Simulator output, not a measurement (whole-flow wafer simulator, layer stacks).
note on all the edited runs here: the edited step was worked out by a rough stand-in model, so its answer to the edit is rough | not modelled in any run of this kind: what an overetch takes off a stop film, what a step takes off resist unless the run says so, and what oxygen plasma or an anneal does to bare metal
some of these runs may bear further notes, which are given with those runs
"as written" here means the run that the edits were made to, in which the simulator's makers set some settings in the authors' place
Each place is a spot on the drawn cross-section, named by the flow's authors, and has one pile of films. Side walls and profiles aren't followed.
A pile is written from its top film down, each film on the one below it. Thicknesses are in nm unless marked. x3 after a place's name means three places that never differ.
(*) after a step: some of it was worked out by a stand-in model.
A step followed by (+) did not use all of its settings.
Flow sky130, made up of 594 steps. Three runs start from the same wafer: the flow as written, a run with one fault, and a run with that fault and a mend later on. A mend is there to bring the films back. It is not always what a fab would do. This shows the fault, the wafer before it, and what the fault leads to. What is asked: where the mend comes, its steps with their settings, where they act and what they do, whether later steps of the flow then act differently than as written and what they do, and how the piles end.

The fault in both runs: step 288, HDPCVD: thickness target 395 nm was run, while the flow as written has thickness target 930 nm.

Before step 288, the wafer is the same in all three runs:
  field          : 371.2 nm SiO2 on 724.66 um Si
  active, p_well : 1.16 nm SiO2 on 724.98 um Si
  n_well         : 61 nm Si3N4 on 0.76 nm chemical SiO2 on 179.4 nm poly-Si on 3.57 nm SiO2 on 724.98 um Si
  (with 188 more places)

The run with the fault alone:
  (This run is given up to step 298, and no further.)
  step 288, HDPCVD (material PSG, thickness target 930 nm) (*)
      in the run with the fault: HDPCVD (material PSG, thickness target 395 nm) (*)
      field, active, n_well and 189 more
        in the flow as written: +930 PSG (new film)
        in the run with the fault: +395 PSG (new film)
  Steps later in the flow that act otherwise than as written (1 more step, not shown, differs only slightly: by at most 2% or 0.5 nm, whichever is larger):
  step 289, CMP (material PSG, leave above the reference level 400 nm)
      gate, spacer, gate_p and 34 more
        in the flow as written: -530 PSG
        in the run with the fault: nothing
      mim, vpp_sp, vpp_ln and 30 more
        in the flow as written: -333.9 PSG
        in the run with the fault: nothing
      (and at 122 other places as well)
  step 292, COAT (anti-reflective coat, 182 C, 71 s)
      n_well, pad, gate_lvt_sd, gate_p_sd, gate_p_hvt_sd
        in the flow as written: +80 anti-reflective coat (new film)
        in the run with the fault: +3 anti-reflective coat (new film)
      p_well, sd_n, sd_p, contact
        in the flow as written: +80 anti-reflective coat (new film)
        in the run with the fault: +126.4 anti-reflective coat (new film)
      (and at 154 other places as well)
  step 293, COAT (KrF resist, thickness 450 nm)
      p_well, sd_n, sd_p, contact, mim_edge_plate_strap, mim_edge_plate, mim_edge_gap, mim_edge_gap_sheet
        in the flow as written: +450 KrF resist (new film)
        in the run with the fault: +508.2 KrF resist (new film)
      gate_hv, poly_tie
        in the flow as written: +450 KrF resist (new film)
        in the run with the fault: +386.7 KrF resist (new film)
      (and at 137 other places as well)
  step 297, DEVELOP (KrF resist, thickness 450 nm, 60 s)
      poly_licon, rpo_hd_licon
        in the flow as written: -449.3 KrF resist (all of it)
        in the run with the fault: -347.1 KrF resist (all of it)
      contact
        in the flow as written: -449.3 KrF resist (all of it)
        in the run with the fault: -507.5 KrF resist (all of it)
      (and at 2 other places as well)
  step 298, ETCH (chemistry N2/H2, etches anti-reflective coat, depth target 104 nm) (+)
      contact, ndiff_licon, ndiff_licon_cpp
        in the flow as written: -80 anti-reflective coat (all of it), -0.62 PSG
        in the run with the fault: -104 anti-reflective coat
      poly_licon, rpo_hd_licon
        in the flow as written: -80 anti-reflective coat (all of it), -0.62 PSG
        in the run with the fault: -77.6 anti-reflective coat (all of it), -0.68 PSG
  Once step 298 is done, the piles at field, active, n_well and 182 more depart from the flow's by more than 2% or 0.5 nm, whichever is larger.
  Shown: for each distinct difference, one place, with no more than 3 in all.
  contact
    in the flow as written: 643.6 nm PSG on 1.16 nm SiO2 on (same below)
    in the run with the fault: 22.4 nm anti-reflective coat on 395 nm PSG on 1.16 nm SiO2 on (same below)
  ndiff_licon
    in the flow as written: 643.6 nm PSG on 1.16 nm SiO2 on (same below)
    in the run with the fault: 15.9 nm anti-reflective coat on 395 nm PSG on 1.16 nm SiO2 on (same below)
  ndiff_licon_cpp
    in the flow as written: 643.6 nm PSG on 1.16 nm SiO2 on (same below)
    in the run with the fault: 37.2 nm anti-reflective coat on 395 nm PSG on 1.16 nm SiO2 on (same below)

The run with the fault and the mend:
  The mend stands after step 288.
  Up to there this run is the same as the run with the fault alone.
  step 288a, HDPCVD (material PSG, thickness target 535 nm) (*) (the flow's step 288, run once more with other settings)
      field, active, n_well and 189 more
        +535 PSG
  None of the later steps of the flow differs from how it acts as written, at any place that is followed, by more than 2% or 0.5 nm, whichever is larger.
  The piles end only slightly different from the flow's at the places that both follow, by no more than 2% or 0.5 nm, whichever is larger.
